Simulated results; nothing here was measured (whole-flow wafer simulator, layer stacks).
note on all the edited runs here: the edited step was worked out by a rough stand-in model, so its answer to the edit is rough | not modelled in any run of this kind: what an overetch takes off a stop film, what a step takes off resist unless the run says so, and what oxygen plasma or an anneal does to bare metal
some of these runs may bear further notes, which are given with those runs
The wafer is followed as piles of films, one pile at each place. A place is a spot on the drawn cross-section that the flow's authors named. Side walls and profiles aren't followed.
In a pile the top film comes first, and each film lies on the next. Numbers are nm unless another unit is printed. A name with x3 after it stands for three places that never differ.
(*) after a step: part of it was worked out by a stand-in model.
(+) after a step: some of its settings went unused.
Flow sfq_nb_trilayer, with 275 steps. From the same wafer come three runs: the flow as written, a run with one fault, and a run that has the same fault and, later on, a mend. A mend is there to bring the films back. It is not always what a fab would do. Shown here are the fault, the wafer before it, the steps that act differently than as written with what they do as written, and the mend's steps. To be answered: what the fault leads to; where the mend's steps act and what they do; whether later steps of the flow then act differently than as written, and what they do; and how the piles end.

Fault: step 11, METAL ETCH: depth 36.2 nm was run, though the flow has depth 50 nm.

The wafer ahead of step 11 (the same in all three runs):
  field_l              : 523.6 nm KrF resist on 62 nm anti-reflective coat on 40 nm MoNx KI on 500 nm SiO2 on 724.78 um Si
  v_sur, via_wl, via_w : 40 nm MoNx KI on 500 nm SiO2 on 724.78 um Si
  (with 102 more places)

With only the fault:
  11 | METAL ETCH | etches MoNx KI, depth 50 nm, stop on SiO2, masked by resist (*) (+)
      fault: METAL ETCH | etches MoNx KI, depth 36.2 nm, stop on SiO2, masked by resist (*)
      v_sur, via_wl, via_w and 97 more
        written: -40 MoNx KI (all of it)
        fault: -36.2 MoNx KI
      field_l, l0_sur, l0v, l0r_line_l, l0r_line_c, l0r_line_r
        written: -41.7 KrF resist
        fault: -30.2 KrF resist
  Steps later in the flow that act otherwise than as written (11 other steps are not shown; they differ only slightly, by no more than 2% or 0.5 nm, whichever is larger):
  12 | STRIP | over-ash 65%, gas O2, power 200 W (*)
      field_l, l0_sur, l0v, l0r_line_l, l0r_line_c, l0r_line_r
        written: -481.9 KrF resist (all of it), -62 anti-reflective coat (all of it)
        fault: -493.4 KrF resist (all of it), -62 anti-reflective coat (all of it)
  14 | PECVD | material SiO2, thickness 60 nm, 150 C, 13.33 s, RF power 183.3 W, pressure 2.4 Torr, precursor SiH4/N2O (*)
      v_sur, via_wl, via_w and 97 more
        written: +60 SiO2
        fault: +60 SiO2 (new film)
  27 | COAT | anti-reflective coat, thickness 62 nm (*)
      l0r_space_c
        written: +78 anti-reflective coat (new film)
        fault: +76.4 anti-reflective coat (new film)
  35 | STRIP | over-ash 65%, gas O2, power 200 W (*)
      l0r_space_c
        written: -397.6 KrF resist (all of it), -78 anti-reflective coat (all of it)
        fault: -396.1 KrF resist (all of it), -76.4 anti-reflective coat (all of it)
  By the end, the piles at v_sur, via_wl, via_w and 97 more depart from the flow's by more than 2% or 0.5 nm, whichever is larger.
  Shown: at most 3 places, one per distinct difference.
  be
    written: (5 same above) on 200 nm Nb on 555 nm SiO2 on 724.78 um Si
    fault: (5 same above) on 200 nm Nb on 55 nm SiO2 on 3.8 nm MoNx KI on 500 nm SiO2 on 724.78 um Si
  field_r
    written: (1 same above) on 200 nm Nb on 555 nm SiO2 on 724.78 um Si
    fault: (1 same above) on 200 nm Nb on 55 nm SiO2 on 3.8 nm MoNx KI on 500 nm SiO2 on 724.78 um Si
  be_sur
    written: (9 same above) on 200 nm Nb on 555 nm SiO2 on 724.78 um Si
    fault: (9 same above) on 200 nm Nb on 55 nm SiO2 on 3.8 nm MoNx KI on 500 nm SiO2 on 724.78 um Si

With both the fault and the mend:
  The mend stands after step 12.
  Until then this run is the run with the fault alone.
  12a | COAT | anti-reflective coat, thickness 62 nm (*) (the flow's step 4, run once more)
      p4_fl x3, p4_w1 x9, p4_g1 x2 and 59 more
        +62 anti-reflective coat (new film)
      gap, jj_sur, ce_l and 6 more
        +63.5 anti-reflective coat (new film)
      wire, be, be_sur, r_end, moat, field_r
        +63.6 anti-reflective coat (new film)
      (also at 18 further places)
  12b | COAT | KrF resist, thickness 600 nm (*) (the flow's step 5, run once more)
      p4_fl x3, p4_w1 x9, p4_g1 x2 and 59 more
        +600 KrF resist (new film)
      jj_sur, ce_l, c5j, ce_r, sp_r, be_r, r_sur
        +606.1 KrF resist (new film)
      be_sur, gap, res, r_end
        +606.2 KrF resist (new film)
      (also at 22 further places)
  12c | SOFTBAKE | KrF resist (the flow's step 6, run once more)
      alters no film at any place that is followed
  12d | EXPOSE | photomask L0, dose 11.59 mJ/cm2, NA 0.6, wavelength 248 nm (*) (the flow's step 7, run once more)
      alters no film at any place that is followed
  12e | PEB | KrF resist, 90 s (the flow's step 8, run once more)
      p4_fl x3, p4_w1 x9, p4_g1 x2 and 62 more
        -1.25 KrF resist
      v_sur, via_w, via_wr and 21 more
        -1.27 KrF resist
      field_l, l0_sur, l0v
        -1.24 KrF resist
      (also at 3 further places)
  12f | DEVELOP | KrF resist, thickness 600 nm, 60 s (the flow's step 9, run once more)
      p4_fl x3, p4_w1 x9, p4_g1 x2 and 59 more
        -598.7 KrF resist (all of it)
      field_l, l0_sur, l0v, l0r_line_l, l0r_line_c, l0r_line_r
        -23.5 KrF resist
      ce_l, c5j, ce_r, sp_r, be_r, r_sur
        -604.8 KrF resist (all of it)
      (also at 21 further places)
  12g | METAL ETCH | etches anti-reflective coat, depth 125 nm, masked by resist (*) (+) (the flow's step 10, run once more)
      p4_fl x3, p4_w1 x9, p4_g1 x2 and 59 more
        -62 anti-reflective coat (all of it)
      gap, jj_sur, ce_l and 6 more
        -63.5 anti-reflective coat (all of it)
      field_l, l0_sur, l0v, l0r_line_l, l0r_line_c, l0r_line_r
        -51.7 KrF resist
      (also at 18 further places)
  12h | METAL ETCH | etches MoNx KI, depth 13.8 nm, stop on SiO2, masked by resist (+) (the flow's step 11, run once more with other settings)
      v_sur, via_wl, via_w and 97 more
        -3.8 MoNx KI (all of it)
      field_l, l0_sur, l0v, l0r_line_l, l0r_line_c, l0r_line_r
        -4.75 KrF resist
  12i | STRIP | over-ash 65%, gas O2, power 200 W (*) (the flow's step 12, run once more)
      l0r_line_l, l0r_line_c, l0r_line_r
        -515 KrF resist (all of it), -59 anti-reflective coat (all of it)
      field_l
        -510.4 KrF resist (all of it), -56.9 anti-reflective coat (all of it)
      l0_sur
        -511.9 KrF resist (all of it), -54.3 anti-reflective coat (all of it)
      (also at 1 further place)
  Every later step of the flow that is run acts as written at every place that is followed.
  By the end, the piles equal the flow's at every place that both follow.
